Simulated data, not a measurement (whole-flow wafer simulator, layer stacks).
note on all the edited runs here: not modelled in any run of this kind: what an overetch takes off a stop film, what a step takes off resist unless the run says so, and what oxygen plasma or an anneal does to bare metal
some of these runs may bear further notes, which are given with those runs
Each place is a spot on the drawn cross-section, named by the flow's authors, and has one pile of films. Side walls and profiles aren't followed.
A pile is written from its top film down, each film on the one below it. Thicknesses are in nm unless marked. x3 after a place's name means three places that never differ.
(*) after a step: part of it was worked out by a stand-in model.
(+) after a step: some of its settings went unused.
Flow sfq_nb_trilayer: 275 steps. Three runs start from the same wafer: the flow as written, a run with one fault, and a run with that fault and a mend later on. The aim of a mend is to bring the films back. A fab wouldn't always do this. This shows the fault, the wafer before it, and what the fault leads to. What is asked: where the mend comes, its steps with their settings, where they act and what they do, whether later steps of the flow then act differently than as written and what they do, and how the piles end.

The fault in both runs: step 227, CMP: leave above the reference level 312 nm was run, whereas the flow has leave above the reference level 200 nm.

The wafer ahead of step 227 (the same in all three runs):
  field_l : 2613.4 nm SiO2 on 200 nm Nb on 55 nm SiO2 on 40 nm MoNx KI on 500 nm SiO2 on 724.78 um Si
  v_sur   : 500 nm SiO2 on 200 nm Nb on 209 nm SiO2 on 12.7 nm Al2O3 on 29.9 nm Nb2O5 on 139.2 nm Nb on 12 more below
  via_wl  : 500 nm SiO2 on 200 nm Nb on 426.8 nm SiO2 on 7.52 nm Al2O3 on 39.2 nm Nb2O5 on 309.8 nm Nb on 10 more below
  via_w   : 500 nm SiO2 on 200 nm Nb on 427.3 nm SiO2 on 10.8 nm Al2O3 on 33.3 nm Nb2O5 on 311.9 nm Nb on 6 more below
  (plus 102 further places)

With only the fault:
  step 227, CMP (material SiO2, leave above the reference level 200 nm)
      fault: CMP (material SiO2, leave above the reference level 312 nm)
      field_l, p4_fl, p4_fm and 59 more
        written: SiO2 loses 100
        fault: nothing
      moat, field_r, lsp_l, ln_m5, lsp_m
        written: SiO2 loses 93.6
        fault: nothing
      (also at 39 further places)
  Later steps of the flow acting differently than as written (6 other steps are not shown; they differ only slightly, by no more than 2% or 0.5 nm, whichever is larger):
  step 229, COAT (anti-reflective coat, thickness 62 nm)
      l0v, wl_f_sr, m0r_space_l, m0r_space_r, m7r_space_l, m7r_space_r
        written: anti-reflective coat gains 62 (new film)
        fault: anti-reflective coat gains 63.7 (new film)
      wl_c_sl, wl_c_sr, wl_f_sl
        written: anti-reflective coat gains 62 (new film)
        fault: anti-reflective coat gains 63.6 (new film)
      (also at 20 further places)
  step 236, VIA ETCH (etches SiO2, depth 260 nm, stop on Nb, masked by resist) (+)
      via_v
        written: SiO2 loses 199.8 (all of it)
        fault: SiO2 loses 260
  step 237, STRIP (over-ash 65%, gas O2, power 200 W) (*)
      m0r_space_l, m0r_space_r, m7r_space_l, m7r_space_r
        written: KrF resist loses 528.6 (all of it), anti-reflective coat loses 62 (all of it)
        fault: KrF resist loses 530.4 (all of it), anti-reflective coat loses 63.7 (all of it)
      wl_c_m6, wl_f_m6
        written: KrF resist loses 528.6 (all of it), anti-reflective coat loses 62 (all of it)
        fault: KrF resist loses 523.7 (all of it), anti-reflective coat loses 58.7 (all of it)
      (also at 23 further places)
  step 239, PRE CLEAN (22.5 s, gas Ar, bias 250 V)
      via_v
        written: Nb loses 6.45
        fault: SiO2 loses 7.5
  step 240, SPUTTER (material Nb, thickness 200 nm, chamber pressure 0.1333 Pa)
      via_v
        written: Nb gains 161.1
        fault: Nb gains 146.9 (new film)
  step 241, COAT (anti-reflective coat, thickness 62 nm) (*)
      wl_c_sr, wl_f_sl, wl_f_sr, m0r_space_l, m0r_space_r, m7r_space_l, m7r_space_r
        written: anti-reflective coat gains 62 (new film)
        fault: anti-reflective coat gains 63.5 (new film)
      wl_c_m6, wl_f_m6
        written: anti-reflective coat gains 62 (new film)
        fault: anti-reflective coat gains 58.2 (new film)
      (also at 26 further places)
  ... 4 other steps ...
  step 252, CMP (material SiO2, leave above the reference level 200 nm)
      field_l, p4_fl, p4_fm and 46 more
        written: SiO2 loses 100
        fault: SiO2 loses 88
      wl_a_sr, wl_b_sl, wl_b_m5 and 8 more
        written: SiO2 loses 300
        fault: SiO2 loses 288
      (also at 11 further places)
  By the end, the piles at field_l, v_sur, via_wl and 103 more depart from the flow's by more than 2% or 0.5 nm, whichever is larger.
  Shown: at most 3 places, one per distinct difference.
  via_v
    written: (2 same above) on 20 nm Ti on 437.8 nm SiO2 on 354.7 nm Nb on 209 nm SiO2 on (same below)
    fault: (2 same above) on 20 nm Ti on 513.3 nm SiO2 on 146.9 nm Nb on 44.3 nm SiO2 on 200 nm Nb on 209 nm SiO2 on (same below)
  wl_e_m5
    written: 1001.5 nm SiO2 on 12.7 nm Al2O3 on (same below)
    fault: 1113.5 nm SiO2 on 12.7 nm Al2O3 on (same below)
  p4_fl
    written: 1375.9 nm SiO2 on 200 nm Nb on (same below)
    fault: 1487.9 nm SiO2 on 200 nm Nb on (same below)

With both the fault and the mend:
  The mend follows step 228.
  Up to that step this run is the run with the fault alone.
  step 228a, CMP (material SiO2, leave above the reference level 200 nm) (the flow's step 227 again)
      field_l, p4_fl, p4_fm and 59 more
        SiO2 loses 100
      v_sur, via_wl, via_w and 33 more
        SiO2 loses 112
      moat, field_r, lsp_l, ln_m5, lsp_m
        SiO2 loses 93.6
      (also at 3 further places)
  Later steps of the flow that are run all act as written at every place that is followed.
  The piles end the same as the flow's at every place that both follow.
